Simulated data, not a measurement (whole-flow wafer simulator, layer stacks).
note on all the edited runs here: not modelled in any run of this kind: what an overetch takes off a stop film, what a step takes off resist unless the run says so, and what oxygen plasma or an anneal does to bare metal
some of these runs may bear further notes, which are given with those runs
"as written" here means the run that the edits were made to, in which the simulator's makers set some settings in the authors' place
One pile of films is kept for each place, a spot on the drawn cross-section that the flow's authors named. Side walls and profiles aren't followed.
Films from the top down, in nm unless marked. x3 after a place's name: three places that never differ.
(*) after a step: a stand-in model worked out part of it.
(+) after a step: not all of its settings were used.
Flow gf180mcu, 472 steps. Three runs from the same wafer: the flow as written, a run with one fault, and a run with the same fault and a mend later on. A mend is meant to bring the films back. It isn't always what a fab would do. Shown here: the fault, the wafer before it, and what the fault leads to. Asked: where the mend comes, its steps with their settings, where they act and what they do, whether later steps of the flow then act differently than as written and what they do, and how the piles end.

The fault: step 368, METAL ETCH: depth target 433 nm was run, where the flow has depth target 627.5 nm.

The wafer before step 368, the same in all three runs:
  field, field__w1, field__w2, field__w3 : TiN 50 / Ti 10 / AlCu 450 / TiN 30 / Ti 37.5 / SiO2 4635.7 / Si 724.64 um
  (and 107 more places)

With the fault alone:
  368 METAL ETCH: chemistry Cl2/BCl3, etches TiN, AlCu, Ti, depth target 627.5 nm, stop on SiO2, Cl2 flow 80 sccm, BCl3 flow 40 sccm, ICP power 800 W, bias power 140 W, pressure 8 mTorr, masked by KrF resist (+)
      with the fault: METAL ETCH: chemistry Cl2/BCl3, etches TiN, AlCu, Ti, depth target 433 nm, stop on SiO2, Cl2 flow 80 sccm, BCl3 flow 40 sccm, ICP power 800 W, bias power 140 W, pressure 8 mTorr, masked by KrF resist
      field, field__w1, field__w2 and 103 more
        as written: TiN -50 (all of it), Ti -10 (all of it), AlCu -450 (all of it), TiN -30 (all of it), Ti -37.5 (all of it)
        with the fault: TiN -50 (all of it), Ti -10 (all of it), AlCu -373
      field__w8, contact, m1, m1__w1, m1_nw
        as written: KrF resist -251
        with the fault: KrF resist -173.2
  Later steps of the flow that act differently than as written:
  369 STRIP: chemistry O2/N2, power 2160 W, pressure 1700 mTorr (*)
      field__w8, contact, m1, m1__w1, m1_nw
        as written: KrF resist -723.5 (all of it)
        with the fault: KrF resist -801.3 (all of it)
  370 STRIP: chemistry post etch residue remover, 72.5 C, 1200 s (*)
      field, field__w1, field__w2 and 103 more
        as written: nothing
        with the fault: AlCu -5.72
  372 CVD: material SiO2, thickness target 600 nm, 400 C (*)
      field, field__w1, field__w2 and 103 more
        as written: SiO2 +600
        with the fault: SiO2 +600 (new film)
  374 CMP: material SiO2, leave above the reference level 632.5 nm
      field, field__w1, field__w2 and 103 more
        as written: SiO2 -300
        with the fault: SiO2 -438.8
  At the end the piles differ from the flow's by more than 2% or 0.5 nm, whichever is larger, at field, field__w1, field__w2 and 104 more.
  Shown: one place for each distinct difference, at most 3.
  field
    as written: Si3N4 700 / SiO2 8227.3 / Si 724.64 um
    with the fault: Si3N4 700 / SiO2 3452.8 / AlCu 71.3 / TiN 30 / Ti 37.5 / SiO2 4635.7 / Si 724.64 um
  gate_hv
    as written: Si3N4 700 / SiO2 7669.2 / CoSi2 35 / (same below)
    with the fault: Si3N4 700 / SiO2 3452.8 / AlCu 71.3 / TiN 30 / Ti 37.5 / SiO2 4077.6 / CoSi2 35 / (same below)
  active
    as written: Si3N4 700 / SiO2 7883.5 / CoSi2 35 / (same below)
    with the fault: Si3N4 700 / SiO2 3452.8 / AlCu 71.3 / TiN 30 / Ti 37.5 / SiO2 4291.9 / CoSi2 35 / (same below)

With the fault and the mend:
  The mend comes after step 370.
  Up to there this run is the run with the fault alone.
  370a DEHYDRATE: 200 C, 60 s (the flow's step 361 once more)
      changes no film at any place that is followed
  370b HMDS: 120 C, 60 s (the flow's step 362 once more)
      changes no film at any place that is followed
  370c COAT: KrF resist, thickness 1000 nm (*) (the flow's step 363 once more)
      iso_ptap_pw, iso_ntap_nw, iso_nw_fld and 33 more
        KrF resist +1000 (new film)
      field_sub, field_sub__w1, field_sub__w2 and 19 more
        KrF resist +1002.6 (new film)
      field__w1, field__w13, p_well and 7 more
        KrF resist +1002.9 (new film)
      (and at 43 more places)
  370d SOFTBAKE: KrF resist (the flow's step 364 once more)
      changes no film at any place that is followed
  370e EXPOSE: photomask Metal4 (the flow's step 365 once more)
      changes no film at any place that is followed
  370f PEB: KrF resist, 135 C, 90 s (the flow's step 366 once more)
      field__w1, field__w2, field__w3 and 56 more
        KrF resist -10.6
      iso_ptap_pw, iso_ntap_nw, iso_nw_fld and 33 more
        KrF resist -10.5
      gate_hv, sd_p, nw_sep_fld, polyc_n, polyc_n_rim
        KrF resist -10.7
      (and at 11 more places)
  370g DEVELOP: thickness 1000 nm, 60 s (the flow's step 367 once more)
      iso_ptap_pw, iso_ntap_nw, iso_nw_fld and 33 more
        KrF resist -989.5 (all of it)
      field__w6, field_sub, field_sub__w1 and 20 more
        KrF resist -992 (all of it)
      p_well, sti, spacer and 6 more
        KrF resist -992.3 (all of it)
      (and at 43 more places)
  370h METAL ETCH: chemistry Cl2/BCl3, etches TiN, AlCu, Ti, depth target 194.5 nm, stop on SiO2, Cl2 flow 80 sccm, BCl3 flow 40 sccm, ICP power 800 W, bias power 140 W, pressure 8 mTorr, masked by KrF resist (+) (the flow's step 368 once more, with other settings)
      field, field__w1, field__w2 and 103 more
        AlCu -71.3 (all of it), TiN -30 (all of it), Ti -37.5 (all of it)
      field__w8, contact, m1, m1__w1, m1_nw
        KrF resist -77.8
  370i STRIP: chemistry O2/N2, power 2160 W, pressure 1700 mTorr (*) (the flow's step 369 once more)
      field__w8
        KrF resist -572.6 (all of it)
      contact
        KrF resist -570.7 (all of it)
      m1
        KrF resist -573.3 (all of it)
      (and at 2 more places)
  370j STRIP: chemistry post etch residue remover, 72.5 C, 1200 s (*) (the flow's step 370 once more)
      field__w8, contact, m1, m1__w1, m1_nw
        TiN -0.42
  No later step of the flow acts differently than as written, at any place that is followed, by more than 2% or 0.5 nm, whichever is larger.
  At the end the piles differ from the flow's only slightly at the places that both follow, by at most 2% or 0.5 nm, whichever is larger.
